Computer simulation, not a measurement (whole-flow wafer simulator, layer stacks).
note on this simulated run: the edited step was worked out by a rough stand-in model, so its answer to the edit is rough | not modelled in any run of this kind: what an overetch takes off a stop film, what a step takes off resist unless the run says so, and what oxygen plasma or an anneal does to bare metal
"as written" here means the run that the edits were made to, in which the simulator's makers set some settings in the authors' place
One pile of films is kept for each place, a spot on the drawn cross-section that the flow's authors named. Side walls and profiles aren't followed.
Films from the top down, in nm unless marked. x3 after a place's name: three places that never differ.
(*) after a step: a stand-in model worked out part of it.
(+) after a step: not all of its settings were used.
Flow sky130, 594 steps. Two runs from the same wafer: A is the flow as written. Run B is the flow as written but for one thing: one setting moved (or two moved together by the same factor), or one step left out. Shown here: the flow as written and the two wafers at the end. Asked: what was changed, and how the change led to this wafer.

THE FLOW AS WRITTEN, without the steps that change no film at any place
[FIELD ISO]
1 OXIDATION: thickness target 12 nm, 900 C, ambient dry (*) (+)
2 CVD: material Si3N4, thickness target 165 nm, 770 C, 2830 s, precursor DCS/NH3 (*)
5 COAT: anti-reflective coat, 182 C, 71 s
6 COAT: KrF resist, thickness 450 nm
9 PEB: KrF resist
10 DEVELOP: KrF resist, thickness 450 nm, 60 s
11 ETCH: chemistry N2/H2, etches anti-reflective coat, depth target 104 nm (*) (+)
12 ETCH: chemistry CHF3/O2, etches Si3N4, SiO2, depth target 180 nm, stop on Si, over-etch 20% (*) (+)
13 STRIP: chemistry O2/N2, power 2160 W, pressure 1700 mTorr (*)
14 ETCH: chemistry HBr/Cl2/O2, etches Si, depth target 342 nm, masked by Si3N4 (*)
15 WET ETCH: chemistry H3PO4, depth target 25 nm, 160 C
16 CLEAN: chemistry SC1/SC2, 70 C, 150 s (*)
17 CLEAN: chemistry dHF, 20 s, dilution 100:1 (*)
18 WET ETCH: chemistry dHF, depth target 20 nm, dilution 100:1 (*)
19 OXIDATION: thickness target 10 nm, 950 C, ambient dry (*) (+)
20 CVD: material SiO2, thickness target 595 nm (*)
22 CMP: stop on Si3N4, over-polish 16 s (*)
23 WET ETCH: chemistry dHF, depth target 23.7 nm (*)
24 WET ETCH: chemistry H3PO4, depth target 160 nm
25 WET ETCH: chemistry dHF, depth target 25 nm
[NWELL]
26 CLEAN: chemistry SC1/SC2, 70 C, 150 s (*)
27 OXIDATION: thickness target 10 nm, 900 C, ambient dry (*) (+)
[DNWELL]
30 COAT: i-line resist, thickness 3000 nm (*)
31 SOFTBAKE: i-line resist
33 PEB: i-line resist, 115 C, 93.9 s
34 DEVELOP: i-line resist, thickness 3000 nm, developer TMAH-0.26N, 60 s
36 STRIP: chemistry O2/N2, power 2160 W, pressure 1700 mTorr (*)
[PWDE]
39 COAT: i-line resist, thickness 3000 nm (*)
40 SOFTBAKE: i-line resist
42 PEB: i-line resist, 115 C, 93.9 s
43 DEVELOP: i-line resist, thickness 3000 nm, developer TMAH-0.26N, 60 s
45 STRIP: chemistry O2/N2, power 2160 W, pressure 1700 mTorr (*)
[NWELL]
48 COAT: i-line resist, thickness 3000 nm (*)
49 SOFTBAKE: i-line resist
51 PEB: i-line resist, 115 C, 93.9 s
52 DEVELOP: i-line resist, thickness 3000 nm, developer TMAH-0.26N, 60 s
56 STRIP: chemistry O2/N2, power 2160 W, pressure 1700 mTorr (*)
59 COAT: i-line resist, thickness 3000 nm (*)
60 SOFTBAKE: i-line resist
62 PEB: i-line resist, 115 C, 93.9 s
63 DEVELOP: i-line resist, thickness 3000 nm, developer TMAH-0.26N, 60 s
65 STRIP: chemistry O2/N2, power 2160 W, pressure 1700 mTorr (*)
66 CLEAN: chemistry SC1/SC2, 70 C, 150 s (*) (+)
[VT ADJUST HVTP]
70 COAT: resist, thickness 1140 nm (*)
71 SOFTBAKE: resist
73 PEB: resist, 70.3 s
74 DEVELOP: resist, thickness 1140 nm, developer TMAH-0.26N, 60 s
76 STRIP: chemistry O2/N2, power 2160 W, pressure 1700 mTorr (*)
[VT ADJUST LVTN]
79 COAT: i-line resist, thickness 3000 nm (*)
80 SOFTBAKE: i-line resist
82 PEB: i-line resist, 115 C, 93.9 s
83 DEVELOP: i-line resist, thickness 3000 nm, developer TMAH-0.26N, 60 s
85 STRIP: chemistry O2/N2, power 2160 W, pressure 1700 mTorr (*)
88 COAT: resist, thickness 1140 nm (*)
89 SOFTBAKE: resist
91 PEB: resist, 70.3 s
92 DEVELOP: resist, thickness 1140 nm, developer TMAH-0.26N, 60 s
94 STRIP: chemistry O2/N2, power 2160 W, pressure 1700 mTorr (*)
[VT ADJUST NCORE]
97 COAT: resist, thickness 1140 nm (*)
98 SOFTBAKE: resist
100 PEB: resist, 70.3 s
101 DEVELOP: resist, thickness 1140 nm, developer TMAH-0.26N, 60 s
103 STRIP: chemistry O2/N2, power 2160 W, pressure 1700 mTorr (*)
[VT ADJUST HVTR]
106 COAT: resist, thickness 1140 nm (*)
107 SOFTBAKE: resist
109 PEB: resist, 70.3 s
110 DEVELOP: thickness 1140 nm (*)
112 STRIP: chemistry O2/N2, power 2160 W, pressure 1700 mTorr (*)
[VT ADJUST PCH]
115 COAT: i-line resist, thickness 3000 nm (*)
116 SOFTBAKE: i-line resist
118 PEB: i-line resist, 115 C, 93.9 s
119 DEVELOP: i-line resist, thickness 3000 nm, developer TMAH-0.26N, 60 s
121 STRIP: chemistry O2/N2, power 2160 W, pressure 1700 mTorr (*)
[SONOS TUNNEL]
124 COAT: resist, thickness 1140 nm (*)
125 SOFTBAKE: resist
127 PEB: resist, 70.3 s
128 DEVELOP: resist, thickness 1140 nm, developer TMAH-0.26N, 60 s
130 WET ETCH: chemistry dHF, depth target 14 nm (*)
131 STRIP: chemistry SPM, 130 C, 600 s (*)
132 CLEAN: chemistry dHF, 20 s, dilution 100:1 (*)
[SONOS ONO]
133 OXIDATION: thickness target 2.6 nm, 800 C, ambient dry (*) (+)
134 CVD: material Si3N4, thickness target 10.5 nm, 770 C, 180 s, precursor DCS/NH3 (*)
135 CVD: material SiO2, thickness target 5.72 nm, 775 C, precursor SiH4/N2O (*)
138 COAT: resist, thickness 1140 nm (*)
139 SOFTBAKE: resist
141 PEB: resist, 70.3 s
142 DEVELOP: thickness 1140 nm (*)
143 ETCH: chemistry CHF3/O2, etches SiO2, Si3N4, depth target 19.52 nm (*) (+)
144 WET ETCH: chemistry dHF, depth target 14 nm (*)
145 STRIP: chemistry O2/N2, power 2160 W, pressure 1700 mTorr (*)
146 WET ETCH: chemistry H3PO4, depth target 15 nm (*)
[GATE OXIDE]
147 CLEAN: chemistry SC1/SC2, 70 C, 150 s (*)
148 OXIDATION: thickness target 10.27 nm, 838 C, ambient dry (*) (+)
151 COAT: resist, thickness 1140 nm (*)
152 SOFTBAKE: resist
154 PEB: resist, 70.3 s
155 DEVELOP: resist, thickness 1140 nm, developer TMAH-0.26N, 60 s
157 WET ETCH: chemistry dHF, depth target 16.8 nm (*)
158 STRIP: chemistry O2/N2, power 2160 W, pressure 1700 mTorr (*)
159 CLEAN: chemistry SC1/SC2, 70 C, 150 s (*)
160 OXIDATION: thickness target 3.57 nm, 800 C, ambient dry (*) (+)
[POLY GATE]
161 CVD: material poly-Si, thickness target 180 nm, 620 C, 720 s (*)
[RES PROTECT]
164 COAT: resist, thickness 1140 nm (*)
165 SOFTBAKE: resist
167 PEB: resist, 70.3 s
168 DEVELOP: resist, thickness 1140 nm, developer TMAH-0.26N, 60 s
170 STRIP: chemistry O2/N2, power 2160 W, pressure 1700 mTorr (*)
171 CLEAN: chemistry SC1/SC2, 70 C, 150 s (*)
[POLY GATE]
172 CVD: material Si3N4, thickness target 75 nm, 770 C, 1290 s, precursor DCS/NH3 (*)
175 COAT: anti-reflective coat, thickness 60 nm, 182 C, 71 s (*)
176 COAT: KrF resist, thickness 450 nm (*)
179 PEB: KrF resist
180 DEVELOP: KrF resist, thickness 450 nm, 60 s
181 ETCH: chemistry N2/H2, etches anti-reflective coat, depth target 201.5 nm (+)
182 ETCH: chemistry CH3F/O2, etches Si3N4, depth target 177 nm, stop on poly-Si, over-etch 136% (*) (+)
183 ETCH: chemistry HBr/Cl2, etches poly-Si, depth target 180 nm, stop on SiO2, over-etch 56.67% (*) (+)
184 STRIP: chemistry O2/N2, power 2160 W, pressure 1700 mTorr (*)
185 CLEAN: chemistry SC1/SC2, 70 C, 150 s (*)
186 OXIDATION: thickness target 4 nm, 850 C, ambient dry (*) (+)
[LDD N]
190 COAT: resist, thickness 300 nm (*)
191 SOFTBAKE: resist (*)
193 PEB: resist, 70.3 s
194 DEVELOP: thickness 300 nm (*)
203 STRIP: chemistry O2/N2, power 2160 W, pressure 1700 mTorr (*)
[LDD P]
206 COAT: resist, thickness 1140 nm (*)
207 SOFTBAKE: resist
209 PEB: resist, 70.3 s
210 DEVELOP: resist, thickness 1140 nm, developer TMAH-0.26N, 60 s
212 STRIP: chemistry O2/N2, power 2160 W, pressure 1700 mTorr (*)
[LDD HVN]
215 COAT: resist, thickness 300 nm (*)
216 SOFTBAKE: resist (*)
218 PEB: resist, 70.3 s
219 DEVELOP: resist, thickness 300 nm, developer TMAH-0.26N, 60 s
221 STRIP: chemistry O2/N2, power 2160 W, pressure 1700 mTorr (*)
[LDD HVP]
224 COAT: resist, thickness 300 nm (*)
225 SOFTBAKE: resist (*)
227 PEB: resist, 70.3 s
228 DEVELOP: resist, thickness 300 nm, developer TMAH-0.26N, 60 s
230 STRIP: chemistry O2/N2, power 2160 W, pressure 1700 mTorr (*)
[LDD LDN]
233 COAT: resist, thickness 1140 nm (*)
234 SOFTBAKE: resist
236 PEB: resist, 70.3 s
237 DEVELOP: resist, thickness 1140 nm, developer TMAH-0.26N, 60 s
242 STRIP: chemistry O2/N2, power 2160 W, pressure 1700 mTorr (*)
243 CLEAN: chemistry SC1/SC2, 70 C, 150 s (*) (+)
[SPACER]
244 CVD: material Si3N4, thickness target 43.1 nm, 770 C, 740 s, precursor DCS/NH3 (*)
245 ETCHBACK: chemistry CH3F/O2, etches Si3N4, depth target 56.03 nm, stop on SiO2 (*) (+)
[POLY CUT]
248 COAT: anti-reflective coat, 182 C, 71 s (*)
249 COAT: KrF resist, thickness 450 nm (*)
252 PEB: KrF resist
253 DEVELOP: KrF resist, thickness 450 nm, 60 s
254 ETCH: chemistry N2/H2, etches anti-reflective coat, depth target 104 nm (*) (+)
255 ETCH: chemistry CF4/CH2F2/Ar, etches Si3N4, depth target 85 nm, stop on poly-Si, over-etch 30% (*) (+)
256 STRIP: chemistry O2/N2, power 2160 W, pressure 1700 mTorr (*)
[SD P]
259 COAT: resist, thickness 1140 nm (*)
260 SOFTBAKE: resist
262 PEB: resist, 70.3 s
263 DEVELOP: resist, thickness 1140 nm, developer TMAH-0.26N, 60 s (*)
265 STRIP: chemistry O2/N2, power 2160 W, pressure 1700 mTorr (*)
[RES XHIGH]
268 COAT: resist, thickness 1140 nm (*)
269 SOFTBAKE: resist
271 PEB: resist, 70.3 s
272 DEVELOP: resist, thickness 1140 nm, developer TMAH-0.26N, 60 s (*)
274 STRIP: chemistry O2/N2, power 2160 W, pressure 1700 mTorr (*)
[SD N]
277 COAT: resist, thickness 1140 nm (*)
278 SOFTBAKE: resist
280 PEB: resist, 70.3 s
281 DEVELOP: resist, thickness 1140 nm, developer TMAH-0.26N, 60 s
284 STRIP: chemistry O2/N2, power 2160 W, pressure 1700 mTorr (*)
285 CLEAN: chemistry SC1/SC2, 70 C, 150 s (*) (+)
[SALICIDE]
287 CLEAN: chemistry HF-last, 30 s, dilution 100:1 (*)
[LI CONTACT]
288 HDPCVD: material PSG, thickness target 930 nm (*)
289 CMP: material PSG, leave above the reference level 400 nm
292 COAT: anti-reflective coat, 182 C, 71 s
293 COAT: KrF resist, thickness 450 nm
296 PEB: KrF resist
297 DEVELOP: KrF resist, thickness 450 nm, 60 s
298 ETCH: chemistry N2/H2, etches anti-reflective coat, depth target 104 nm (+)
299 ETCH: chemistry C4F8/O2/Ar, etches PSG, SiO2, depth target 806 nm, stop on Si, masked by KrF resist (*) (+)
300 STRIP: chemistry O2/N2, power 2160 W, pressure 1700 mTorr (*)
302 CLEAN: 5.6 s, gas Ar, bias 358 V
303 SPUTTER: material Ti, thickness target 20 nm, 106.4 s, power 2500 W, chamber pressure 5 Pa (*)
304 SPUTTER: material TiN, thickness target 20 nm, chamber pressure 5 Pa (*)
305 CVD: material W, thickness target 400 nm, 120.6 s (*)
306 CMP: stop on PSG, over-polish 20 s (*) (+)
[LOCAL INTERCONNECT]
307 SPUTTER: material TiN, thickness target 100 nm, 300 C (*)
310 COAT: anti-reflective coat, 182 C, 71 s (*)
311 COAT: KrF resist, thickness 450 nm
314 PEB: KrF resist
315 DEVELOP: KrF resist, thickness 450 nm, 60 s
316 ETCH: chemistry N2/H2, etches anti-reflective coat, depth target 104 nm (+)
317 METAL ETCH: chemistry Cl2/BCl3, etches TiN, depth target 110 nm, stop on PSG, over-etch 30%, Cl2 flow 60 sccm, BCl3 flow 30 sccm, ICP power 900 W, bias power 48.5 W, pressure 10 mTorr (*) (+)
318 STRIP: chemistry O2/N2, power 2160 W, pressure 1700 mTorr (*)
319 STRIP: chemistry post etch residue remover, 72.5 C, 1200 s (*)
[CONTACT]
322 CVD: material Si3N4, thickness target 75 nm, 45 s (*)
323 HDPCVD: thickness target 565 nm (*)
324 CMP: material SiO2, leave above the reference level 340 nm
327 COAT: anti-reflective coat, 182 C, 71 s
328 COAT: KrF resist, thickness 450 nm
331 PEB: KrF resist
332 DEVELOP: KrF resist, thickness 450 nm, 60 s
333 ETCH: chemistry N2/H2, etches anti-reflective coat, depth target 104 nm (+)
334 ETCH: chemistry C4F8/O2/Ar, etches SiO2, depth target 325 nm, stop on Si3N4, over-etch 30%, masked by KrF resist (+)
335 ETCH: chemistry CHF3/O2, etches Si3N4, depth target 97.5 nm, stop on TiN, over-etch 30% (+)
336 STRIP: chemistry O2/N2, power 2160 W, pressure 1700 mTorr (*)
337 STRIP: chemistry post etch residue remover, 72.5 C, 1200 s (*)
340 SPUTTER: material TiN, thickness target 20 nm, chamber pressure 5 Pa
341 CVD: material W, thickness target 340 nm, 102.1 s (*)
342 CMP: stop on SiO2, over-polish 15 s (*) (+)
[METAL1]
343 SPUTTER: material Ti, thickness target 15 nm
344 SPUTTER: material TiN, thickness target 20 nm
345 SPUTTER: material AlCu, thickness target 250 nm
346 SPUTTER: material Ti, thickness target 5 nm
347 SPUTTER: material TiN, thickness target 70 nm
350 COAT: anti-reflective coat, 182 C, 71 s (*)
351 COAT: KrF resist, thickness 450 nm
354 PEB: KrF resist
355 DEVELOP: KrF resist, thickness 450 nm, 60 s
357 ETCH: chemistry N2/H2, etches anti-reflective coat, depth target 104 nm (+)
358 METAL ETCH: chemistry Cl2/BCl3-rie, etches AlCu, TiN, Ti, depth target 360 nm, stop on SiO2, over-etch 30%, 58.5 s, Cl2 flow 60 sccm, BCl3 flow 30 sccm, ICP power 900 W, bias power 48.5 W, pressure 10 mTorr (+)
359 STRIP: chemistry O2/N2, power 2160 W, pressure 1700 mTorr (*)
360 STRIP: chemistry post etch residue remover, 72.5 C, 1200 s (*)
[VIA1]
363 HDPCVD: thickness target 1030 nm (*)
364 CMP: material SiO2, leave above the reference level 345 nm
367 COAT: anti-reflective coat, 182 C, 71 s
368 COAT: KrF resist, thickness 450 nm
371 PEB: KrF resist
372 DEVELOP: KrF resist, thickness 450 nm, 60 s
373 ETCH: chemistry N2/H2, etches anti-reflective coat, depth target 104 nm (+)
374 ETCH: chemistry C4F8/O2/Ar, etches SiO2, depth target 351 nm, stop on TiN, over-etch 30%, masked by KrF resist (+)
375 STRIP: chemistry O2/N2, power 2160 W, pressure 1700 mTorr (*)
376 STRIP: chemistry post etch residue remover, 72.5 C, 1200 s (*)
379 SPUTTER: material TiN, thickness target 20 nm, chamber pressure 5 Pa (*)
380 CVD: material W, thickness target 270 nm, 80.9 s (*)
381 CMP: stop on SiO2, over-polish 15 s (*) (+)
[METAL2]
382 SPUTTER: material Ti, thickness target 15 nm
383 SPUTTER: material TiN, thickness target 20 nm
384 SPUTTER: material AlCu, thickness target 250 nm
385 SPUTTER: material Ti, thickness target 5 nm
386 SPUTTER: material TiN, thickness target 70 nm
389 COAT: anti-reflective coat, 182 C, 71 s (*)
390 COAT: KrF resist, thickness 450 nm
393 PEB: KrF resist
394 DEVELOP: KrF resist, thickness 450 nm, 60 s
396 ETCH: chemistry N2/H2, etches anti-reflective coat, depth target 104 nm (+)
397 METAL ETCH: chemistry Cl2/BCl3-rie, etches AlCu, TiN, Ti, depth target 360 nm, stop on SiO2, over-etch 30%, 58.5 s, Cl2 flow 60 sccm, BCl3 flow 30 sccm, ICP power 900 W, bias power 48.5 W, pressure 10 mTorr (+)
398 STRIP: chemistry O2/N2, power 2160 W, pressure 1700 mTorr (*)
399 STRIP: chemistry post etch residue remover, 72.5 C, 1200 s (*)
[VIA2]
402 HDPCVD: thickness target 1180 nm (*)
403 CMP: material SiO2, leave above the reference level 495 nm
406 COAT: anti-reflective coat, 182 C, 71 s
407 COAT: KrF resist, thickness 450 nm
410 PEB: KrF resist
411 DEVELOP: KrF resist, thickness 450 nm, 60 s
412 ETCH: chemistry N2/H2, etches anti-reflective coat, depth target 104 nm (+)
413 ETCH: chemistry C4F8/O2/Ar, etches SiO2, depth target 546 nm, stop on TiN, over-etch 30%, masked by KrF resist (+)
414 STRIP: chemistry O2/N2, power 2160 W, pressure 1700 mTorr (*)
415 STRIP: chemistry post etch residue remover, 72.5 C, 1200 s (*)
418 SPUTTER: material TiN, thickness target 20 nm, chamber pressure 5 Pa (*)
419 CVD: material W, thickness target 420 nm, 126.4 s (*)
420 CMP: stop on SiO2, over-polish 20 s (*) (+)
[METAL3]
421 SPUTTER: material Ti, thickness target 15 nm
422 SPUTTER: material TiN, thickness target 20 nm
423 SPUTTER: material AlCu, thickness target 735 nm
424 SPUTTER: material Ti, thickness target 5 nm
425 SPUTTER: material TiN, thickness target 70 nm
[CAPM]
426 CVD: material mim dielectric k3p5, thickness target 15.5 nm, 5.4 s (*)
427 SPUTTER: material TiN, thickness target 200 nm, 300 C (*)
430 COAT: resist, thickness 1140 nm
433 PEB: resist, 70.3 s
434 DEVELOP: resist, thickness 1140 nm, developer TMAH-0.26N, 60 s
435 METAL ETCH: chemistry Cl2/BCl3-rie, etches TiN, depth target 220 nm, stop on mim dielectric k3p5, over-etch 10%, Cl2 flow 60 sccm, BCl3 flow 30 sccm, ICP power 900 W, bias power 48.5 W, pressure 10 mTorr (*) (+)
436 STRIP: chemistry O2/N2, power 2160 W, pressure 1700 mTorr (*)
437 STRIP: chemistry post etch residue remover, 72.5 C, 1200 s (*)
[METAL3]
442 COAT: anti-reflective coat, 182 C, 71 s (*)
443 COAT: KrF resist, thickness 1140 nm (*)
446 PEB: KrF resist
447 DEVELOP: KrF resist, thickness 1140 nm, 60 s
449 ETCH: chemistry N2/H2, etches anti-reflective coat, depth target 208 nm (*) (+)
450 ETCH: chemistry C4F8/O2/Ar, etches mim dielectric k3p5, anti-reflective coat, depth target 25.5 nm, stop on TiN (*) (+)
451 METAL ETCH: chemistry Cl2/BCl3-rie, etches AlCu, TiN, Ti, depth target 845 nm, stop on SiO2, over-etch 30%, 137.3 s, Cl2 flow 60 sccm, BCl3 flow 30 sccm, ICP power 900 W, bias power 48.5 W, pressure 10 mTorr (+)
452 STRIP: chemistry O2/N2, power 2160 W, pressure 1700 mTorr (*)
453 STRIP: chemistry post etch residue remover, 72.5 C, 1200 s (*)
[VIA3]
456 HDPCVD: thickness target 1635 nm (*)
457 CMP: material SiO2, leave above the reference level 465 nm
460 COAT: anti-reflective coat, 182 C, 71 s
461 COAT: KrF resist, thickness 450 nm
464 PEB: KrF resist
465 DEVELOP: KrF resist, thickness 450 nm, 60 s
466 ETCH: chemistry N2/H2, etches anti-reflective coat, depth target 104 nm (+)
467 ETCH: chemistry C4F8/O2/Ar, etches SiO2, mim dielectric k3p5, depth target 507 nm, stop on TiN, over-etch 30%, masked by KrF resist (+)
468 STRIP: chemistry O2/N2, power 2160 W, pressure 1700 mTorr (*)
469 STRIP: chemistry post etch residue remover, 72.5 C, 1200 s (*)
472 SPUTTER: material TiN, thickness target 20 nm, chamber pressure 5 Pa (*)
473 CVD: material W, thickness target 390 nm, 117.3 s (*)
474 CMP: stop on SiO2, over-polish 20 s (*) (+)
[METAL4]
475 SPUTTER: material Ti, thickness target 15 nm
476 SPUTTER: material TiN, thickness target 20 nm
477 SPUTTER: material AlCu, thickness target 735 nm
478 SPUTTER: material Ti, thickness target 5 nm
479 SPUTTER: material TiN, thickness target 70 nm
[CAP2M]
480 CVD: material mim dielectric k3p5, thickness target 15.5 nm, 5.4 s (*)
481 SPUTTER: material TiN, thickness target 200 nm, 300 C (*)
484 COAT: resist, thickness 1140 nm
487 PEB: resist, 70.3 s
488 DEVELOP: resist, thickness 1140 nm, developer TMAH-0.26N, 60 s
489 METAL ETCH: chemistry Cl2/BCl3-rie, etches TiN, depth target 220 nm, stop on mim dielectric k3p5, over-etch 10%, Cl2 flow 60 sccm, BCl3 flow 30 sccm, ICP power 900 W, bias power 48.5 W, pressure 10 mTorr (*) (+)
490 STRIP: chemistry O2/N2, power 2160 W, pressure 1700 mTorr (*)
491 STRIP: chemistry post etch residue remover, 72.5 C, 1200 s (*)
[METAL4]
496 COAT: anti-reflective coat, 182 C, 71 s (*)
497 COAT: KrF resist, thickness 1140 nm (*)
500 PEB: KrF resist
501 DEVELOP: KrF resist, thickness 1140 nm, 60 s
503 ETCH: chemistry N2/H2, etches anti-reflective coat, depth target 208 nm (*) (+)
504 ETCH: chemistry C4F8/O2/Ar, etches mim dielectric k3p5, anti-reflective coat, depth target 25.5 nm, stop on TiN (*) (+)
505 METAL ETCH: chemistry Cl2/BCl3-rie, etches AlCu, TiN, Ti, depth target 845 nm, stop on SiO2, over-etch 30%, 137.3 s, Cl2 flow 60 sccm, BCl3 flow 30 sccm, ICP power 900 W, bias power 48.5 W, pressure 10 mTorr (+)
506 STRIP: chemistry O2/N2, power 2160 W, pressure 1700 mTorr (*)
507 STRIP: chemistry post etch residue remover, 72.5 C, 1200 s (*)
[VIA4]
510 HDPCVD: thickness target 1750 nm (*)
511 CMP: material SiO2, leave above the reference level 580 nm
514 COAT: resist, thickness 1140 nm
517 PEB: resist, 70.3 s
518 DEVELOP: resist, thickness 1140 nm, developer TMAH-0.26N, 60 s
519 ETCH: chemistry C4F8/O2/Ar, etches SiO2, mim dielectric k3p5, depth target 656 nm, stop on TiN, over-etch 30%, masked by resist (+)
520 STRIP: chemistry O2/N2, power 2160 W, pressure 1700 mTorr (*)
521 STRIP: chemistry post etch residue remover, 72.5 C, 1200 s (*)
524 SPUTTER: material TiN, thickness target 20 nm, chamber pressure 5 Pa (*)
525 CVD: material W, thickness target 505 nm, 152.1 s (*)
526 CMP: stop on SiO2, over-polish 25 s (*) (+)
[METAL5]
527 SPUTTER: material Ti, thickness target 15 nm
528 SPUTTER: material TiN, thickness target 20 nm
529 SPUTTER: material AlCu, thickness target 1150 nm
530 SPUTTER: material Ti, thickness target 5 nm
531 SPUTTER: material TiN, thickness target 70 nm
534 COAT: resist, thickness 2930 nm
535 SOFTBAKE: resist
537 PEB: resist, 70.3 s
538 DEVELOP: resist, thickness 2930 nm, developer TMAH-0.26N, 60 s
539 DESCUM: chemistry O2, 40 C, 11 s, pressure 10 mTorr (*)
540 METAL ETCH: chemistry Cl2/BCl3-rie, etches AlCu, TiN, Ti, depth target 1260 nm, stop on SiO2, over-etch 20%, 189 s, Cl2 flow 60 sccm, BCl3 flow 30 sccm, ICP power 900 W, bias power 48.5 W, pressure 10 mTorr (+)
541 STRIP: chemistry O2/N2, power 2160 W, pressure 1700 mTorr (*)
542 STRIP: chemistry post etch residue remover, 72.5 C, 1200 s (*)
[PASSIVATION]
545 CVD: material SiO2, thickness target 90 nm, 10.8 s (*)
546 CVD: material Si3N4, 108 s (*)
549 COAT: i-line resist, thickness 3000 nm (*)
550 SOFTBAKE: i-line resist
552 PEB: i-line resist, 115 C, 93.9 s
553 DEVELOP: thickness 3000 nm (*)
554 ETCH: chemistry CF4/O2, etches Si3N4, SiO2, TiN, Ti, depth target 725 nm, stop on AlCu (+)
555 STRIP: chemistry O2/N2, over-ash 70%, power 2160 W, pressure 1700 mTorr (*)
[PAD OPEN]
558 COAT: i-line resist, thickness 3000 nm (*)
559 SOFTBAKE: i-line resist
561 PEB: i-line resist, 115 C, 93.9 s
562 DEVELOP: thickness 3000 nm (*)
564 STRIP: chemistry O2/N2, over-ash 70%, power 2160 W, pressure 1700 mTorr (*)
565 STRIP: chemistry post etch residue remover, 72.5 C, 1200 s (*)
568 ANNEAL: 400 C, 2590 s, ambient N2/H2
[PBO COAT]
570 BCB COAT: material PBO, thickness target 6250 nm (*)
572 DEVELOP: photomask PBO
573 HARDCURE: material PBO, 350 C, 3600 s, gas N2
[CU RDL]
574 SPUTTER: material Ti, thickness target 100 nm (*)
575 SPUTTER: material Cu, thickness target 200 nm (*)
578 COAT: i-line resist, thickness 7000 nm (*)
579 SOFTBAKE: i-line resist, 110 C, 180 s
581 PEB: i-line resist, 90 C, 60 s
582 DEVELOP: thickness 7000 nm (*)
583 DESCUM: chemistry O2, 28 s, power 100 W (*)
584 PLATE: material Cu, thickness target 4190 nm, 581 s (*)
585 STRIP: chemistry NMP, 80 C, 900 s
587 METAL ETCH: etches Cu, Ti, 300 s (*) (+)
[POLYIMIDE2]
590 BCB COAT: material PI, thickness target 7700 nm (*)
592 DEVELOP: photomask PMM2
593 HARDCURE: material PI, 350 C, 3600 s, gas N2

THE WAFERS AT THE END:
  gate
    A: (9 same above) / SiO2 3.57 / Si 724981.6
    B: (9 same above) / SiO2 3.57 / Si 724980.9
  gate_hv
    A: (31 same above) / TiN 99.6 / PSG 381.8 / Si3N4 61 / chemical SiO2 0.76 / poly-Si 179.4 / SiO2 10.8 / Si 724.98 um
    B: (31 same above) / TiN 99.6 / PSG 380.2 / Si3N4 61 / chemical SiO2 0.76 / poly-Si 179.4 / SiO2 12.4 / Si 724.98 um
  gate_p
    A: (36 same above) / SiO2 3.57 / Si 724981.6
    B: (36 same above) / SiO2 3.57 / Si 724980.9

The cause: step 148, OXIDATION: thickness target 11.91 nm was run, where the flow has thickness target 10.27 nm.

How the change led to this, step by step:
  148 OXIDATION: thickness target 10.27 nm, 838 C, ambient dry (*) (+)
      active, n_well, p_well and 98 more: A SiO2 +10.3 (new film), chemical SiO2 -0.76 (all of it), Si -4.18 | B SiO2 +11.9 (new film), chemical SiO2 -0.76 (all of it), Si -4.91
  157 WET ETCH: chemistry dHF, depth target 16.8 nm (*)
      active, n_well, p_well and 58 more: A SiO2 -10.3 (all of it) | B SiO2 -11.9 (all of it)
  248 COAT: anti-reflective coat, 182 C, 71 s (*)
      m1: A anti-reflective coat +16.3 (new film) | B anti-reflective coat +15.6 (new film)
  256 STRIP: chemistry O2/N2, power 2160 W, pressure 1700 mTorr (*)
      m1: A KrF resist -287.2 (all of it), anti-reflective coat -16.3 (all of it) | B KrF resist -286.8 (all of it), anti-reflective coat -15.6 (all of it)
  306 CMP: stop on PSG, over-polish 20 s (*) (+)
      poly_licon: A W -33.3 | B W -34.2
